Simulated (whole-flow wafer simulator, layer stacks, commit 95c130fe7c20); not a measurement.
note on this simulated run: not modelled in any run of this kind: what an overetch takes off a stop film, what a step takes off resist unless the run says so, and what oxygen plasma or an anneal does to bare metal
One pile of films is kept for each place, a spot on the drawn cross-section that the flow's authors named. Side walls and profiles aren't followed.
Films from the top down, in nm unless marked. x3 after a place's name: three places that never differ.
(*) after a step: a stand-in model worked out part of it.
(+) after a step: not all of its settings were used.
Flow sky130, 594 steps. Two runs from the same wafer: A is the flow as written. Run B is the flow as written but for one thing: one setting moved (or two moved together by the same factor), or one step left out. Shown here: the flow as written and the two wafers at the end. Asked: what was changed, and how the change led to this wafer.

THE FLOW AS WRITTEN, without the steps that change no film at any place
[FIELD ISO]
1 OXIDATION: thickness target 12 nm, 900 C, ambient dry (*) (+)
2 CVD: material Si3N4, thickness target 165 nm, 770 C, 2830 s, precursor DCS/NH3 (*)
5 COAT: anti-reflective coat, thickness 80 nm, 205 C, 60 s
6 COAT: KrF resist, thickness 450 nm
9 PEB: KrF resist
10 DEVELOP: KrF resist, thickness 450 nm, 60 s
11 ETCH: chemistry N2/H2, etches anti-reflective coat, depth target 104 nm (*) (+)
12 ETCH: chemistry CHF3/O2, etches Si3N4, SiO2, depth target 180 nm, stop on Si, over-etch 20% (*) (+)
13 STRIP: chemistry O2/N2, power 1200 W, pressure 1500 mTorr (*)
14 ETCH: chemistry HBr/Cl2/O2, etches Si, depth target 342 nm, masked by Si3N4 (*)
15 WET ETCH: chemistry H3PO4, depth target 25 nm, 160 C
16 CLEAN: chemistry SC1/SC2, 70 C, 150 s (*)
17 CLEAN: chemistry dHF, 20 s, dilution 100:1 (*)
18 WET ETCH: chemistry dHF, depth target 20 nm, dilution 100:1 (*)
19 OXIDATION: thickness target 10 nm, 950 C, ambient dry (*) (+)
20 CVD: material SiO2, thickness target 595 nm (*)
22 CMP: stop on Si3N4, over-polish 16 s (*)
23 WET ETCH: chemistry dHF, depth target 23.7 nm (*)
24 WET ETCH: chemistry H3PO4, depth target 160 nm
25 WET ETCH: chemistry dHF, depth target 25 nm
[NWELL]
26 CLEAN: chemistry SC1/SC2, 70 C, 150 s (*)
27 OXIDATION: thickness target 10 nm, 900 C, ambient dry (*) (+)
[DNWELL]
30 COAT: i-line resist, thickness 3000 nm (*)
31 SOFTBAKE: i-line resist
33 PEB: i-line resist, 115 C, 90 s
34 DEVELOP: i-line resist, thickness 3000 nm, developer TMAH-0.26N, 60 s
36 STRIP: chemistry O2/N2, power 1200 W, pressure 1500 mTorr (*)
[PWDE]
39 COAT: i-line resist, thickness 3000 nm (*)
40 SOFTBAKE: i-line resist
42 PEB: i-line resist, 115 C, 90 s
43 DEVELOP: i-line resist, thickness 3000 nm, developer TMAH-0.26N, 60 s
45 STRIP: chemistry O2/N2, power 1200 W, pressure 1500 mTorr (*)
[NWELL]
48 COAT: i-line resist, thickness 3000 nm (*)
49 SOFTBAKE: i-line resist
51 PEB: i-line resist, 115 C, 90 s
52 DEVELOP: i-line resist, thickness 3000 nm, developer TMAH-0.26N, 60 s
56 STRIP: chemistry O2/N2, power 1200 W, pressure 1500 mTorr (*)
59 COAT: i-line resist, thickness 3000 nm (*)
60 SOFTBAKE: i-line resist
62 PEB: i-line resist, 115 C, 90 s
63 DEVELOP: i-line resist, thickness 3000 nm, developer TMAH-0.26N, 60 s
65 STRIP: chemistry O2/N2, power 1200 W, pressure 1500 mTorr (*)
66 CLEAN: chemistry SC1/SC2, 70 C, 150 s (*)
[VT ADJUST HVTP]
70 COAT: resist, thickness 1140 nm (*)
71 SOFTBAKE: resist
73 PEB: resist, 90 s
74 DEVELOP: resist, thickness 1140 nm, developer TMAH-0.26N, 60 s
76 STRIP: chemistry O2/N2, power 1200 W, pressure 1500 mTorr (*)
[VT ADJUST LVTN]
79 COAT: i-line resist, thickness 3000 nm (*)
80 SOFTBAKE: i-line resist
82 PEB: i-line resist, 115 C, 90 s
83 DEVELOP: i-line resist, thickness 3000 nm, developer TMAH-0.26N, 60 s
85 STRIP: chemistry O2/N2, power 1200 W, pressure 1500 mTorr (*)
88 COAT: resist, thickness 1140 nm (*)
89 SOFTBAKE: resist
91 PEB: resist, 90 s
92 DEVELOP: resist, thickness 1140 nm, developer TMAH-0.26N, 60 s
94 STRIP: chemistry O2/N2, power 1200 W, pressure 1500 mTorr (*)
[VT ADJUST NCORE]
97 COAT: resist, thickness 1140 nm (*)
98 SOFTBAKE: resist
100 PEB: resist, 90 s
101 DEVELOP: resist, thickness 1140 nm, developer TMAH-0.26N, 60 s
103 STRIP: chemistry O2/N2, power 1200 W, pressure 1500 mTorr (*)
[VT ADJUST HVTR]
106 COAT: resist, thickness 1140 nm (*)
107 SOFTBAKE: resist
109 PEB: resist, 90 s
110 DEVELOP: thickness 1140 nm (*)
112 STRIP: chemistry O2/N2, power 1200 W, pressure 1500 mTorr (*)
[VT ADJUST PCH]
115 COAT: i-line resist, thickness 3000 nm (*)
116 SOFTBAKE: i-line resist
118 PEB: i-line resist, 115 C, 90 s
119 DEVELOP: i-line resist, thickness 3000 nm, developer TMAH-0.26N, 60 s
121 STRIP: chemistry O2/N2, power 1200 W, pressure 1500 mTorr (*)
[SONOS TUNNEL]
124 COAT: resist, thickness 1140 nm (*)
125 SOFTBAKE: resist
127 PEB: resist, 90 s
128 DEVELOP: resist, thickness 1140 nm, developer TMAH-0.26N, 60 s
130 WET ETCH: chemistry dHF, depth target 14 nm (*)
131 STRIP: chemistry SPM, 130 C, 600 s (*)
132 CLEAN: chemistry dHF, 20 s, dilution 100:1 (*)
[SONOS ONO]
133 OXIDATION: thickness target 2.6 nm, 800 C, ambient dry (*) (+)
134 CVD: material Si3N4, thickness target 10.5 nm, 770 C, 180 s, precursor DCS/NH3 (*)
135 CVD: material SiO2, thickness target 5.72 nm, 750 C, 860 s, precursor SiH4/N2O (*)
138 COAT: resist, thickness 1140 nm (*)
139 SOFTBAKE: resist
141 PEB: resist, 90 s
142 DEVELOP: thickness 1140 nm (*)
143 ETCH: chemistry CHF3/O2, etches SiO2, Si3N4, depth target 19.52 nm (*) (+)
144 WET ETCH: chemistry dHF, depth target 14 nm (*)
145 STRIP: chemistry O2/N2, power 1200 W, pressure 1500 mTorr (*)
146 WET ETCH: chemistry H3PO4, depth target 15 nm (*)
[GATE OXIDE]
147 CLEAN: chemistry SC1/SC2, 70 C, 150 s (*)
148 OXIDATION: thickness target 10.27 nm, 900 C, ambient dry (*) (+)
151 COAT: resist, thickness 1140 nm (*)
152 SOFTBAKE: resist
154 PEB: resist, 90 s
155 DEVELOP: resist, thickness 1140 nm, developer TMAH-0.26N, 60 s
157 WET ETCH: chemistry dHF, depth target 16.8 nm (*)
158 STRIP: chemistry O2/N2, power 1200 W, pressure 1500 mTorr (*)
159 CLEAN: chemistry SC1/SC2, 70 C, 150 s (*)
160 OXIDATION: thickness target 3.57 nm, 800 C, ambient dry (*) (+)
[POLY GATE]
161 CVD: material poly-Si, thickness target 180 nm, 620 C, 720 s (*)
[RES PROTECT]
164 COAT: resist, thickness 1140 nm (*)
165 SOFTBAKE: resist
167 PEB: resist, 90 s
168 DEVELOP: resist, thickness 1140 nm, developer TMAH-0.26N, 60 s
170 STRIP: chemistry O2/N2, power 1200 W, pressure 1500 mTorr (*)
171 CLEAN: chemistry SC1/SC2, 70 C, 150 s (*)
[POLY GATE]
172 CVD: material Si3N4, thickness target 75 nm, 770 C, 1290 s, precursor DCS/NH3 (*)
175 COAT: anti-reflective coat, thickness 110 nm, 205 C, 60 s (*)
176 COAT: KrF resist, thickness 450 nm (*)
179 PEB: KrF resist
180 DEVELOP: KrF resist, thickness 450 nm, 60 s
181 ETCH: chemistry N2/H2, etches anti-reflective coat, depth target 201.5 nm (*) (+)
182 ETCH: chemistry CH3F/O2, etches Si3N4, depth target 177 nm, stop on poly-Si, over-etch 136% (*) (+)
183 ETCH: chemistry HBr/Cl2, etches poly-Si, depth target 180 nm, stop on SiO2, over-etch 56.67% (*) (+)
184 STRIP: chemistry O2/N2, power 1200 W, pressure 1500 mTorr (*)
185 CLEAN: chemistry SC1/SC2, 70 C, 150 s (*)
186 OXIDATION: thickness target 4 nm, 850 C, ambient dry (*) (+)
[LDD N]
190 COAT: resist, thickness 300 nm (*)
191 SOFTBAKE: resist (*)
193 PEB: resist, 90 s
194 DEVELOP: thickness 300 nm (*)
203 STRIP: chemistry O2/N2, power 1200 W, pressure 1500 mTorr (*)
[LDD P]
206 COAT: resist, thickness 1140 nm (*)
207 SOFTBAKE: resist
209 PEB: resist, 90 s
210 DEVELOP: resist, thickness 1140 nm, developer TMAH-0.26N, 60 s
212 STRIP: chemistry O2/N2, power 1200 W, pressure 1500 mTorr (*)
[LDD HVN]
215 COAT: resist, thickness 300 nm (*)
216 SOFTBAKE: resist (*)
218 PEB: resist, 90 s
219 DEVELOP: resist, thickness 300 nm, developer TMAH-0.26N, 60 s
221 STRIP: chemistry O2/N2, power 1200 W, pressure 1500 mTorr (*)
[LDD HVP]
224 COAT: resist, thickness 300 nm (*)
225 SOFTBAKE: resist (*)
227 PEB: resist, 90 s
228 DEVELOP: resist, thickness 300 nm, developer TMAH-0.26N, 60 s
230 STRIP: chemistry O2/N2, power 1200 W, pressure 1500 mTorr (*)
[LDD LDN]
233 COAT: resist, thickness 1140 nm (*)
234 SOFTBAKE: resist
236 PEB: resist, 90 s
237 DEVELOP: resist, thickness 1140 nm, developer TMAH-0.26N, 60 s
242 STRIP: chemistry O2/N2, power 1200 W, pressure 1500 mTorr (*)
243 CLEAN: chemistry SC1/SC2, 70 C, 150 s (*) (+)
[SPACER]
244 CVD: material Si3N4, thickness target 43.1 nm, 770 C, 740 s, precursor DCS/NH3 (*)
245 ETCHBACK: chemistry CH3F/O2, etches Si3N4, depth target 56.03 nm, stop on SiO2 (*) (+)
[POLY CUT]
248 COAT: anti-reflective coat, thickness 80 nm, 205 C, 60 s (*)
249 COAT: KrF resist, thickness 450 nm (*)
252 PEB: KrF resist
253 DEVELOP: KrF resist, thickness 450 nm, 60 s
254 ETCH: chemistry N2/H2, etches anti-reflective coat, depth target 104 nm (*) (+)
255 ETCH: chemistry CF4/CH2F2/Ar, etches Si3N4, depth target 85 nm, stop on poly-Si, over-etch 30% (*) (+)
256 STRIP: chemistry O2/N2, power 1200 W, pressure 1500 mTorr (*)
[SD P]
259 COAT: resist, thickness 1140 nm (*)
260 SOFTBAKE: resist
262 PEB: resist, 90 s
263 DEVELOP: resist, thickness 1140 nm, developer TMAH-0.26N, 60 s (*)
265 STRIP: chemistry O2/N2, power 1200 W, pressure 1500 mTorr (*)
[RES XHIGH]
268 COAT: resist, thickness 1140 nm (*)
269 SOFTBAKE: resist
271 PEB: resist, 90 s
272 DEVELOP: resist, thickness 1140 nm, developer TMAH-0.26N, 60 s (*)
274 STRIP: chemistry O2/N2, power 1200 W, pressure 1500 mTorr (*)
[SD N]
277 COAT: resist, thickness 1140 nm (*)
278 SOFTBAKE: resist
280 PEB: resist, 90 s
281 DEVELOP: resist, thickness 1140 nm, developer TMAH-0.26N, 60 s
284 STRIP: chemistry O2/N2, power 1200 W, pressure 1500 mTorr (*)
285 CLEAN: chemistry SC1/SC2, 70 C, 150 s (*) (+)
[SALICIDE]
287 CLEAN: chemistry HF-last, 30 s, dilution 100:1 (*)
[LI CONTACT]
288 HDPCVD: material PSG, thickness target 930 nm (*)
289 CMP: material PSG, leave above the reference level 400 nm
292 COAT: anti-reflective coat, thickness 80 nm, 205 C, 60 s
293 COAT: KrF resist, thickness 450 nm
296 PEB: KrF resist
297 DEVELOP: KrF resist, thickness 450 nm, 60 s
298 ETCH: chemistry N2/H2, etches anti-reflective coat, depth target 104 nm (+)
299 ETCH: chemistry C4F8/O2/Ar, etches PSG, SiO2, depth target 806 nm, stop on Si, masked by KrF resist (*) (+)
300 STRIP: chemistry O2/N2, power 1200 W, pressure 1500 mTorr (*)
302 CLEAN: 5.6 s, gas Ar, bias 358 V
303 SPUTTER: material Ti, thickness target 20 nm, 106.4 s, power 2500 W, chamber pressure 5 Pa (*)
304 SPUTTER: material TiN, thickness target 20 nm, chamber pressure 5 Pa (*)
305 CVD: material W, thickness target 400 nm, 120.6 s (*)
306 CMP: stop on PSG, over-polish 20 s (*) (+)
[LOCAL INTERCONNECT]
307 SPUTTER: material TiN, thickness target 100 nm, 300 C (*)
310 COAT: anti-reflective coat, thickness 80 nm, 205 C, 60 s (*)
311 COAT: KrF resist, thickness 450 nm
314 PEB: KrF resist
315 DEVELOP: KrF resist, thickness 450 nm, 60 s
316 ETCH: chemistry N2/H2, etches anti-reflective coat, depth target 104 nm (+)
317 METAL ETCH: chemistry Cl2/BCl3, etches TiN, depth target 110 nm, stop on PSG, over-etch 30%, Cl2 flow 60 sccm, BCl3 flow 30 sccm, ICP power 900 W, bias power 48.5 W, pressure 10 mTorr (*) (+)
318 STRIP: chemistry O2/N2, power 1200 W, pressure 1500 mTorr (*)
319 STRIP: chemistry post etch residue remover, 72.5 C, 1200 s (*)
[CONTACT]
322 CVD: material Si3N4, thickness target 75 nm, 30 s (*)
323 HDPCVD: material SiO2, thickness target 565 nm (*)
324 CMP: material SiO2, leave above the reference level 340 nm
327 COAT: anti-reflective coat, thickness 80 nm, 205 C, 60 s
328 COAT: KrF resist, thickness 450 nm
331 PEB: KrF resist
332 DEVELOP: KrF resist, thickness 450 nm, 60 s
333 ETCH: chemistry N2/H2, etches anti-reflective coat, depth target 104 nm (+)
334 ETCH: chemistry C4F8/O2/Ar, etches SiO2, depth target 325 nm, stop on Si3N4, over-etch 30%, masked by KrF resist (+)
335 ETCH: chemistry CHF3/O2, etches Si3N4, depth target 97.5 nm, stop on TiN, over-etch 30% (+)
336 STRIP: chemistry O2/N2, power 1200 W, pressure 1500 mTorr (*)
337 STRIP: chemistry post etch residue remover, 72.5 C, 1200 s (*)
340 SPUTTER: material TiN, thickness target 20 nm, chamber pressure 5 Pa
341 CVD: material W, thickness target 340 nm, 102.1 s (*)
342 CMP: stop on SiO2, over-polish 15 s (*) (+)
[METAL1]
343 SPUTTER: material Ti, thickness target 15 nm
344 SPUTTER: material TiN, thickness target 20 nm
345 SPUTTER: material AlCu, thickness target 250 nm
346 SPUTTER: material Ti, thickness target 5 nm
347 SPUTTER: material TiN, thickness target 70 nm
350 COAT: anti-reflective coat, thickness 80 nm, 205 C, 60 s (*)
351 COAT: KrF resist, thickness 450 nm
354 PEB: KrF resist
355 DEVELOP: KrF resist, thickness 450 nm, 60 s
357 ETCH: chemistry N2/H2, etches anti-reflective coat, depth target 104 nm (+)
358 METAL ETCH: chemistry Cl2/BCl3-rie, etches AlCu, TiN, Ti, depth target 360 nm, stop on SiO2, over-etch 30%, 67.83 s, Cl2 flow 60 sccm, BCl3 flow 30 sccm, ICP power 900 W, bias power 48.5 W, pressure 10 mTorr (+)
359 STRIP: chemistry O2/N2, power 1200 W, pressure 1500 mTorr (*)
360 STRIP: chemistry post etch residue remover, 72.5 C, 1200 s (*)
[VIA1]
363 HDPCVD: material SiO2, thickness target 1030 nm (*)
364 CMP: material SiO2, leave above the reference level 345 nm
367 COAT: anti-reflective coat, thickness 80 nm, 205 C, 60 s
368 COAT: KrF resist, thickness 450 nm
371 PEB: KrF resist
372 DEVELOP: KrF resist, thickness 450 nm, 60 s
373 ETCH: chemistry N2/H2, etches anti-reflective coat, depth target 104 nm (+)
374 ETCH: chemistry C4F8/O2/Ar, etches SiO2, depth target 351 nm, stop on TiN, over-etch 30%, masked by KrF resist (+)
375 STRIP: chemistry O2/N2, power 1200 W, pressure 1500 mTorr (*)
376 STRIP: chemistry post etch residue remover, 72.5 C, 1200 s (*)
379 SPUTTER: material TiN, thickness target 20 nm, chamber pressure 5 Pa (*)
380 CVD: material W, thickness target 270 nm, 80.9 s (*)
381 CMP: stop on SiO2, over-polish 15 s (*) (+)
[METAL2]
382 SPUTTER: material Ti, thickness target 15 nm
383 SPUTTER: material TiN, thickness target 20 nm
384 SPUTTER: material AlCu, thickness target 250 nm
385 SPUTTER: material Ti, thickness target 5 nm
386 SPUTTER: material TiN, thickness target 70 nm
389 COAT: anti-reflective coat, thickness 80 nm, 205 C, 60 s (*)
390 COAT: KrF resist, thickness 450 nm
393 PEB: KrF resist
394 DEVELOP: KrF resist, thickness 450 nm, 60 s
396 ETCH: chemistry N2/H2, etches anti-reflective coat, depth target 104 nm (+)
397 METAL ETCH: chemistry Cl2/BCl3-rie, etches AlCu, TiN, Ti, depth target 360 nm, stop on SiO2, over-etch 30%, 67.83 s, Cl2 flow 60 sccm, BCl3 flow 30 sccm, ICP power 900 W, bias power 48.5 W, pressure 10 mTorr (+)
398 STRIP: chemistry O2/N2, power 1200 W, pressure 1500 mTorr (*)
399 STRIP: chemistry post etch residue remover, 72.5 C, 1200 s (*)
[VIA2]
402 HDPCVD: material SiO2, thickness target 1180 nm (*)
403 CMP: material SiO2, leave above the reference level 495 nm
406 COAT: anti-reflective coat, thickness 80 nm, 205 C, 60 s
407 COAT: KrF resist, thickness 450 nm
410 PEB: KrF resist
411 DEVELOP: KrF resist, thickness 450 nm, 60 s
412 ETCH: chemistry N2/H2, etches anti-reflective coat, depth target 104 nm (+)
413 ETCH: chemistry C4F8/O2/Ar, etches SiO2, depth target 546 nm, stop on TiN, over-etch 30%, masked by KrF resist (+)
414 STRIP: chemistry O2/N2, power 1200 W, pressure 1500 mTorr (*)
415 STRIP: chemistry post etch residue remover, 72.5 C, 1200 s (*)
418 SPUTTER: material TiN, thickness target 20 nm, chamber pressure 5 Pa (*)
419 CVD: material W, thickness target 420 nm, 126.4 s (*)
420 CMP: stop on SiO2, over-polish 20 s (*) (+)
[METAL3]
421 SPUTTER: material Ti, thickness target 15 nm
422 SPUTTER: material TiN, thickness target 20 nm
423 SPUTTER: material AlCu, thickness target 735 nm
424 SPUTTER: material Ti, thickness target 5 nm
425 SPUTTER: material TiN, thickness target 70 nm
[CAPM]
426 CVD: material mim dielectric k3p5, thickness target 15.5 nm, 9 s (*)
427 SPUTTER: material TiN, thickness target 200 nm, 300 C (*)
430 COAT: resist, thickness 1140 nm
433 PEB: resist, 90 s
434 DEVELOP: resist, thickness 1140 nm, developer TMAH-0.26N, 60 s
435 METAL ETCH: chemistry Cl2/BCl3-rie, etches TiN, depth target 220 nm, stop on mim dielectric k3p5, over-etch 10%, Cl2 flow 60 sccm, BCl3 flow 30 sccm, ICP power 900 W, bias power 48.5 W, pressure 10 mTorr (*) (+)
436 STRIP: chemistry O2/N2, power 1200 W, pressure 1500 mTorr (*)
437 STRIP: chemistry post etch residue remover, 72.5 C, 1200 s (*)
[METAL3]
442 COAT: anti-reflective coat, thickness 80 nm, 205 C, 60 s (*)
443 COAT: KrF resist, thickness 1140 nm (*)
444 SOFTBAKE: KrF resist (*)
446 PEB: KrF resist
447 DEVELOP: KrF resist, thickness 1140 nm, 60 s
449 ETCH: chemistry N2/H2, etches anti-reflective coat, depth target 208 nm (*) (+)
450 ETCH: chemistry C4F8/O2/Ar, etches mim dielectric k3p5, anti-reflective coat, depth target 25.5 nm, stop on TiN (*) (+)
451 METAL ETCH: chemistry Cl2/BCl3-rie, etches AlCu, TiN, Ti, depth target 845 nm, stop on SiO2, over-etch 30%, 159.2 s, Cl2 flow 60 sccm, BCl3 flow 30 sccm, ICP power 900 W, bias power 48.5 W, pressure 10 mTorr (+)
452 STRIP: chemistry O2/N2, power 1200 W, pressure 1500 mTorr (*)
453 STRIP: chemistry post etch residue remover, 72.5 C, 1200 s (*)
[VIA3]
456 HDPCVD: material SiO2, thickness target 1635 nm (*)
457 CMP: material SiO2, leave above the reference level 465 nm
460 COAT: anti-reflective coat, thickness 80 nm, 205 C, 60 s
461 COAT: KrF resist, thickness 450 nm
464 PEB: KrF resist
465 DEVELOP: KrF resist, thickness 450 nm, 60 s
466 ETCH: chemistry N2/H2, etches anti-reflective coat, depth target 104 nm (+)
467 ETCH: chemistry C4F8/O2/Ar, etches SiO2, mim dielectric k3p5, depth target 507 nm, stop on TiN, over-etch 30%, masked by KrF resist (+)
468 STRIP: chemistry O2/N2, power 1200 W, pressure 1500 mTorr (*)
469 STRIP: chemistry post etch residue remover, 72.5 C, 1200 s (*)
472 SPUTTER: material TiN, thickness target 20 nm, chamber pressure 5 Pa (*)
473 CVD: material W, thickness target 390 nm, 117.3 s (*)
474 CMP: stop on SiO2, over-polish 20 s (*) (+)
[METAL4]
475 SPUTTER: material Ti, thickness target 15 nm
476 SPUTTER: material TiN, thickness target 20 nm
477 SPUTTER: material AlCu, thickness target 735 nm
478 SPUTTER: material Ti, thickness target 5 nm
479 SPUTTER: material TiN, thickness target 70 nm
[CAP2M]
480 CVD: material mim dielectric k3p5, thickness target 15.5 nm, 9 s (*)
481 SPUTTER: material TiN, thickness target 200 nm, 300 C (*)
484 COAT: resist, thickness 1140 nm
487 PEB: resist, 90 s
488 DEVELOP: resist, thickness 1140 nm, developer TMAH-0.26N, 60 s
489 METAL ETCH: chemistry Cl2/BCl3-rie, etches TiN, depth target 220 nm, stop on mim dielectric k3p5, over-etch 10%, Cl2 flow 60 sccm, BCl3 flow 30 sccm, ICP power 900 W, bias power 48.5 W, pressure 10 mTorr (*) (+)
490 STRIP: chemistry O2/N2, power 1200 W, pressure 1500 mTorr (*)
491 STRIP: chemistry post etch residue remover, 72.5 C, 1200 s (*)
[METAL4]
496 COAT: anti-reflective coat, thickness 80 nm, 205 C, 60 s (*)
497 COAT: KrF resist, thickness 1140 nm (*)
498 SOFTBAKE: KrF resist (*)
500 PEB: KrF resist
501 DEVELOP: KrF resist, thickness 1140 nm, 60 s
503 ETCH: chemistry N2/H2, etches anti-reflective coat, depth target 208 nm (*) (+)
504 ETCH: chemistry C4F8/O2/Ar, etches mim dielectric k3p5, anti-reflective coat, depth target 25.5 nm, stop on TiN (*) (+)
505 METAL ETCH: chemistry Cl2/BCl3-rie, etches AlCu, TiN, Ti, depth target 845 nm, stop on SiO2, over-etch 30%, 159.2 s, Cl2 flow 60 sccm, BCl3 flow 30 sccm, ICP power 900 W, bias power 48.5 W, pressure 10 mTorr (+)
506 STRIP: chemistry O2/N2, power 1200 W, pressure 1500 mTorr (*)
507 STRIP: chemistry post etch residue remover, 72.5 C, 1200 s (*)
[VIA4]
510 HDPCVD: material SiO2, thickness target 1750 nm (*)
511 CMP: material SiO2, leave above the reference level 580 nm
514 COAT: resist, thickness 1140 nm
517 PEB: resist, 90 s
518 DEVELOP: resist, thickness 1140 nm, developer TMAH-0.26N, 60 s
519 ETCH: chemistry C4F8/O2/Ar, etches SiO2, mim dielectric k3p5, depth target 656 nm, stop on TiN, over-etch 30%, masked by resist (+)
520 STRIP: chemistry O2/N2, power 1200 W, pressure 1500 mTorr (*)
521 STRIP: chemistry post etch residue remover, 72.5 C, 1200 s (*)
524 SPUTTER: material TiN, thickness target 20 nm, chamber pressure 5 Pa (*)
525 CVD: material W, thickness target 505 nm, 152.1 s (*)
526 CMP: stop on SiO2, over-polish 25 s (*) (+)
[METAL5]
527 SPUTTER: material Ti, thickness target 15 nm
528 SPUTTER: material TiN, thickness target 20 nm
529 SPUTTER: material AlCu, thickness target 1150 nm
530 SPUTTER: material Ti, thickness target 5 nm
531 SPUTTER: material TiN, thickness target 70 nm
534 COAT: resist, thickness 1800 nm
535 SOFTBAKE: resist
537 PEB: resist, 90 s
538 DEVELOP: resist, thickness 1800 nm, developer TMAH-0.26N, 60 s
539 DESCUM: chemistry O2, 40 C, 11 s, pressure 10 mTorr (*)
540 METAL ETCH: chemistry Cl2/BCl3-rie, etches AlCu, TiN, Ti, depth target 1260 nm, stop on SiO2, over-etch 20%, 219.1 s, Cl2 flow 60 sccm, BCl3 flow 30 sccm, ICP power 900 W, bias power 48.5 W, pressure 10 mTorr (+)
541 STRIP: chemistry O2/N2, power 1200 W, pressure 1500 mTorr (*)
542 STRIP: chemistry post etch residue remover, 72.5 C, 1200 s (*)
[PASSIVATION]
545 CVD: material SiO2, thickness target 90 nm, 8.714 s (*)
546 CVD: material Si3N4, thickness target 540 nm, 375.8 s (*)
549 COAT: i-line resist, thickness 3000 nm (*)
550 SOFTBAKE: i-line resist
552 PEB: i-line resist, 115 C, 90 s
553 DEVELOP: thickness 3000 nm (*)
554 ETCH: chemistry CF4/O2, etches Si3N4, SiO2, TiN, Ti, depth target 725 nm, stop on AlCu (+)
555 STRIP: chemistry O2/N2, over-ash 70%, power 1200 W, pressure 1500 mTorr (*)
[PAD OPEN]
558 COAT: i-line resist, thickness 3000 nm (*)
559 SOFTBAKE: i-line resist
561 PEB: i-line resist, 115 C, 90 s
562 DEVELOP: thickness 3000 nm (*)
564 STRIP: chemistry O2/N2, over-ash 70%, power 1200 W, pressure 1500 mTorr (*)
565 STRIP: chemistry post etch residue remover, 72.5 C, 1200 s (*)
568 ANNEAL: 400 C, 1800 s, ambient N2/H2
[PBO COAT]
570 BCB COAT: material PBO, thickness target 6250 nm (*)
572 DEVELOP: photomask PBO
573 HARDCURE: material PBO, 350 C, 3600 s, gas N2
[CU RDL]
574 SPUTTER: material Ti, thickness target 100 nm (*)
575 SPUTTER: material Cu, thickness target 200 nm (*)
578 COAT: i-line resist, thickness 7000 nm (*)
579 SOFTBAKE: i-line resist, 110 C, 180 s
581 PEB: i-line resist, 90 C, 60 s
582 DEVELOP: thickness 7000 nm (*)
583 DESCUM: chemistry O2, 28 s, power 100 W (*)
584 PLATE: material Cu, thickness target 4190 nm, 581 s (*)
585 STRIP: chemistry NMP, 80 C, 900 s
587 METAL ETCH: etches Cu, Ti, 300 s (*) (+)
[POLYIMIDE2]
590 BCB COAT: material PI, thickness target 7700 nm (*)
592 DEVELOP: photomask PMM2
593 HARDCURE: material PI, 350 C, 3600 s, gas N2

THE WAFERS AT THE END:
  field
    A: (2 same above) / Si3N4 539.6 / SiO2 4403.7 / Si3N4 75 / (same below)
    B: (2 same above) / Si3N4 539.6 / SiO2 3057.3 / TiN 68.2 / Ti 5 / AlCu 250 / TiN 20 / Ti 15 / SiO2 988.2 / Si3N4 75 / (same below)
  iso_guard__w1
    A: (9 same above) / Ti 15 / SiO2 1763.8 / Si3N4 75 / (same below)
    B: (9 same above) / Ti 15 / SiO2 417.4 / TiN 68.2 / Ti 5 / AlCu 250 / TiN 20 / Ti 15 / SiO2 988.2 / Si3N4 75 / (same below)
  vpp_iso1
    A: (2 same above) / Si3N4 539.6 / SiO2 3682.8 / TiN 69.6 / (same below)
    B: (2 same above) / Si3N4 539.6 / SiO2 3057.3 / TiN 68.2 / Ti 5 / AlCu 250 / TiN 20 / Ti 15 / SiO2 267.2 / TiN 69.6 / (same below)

The cause: step 397, METAL ETCH: chemistry Cl2/BCl3-rie, etches AlCu, TiN, Ti, depth target 360 nm, stop on SiO2, over-etch 30%, 67.83 s, Cl2 flow 60 sccm, BCl3 flow 30 sccm, ICP power 900 W, bias power 48.5 W, pressure 10 mTorr (+), was left out.

How the change led to this, step by step:
  398 STRIP: chemistry O2/N2, power 1200 W, pressure 1500 mTorr (*)
      n_well, p_well, gate_hv and 101 more: A KrF resist -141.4 (all of it), anti-reflective coat -80 (all of it) | B KrF resist -375.4 (all of it), anti-reflective coat -80 (all of it)
      m1, via1_hole: A KrF resist -141.5 (all of it), anti-reflective coat -80.4 (all of it) | B KrF resist -375.5 (all of it), anti-reflective coat -80.4 (all of it)
  402 HDPCVD: material SiO2, thickness target 1180 nm (*)
      field, active, gate and 82 more: A SiO2 +1180 | B SiO2 +1180 (new film)
  403 CMP: material SiO2, leave above the reference level 495 nm
      field, active, gate and 82 more: A SiO2 -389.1 | B SiO2 -758.2
Counting metal films that touch as one body, field has 1 body; the flow as written gives 0 bodies.
Counting metal films that touch as one body, iso_guard__w1 has 2 bodies (between them, from the top down: SiO2 417.4); the flow as written gives 1 body.
Counting metal films that touch as one body, vpp_iso1 has 2 bodies (between them, from the top down: SiO2 267.2); the flow as written gives 1 body.
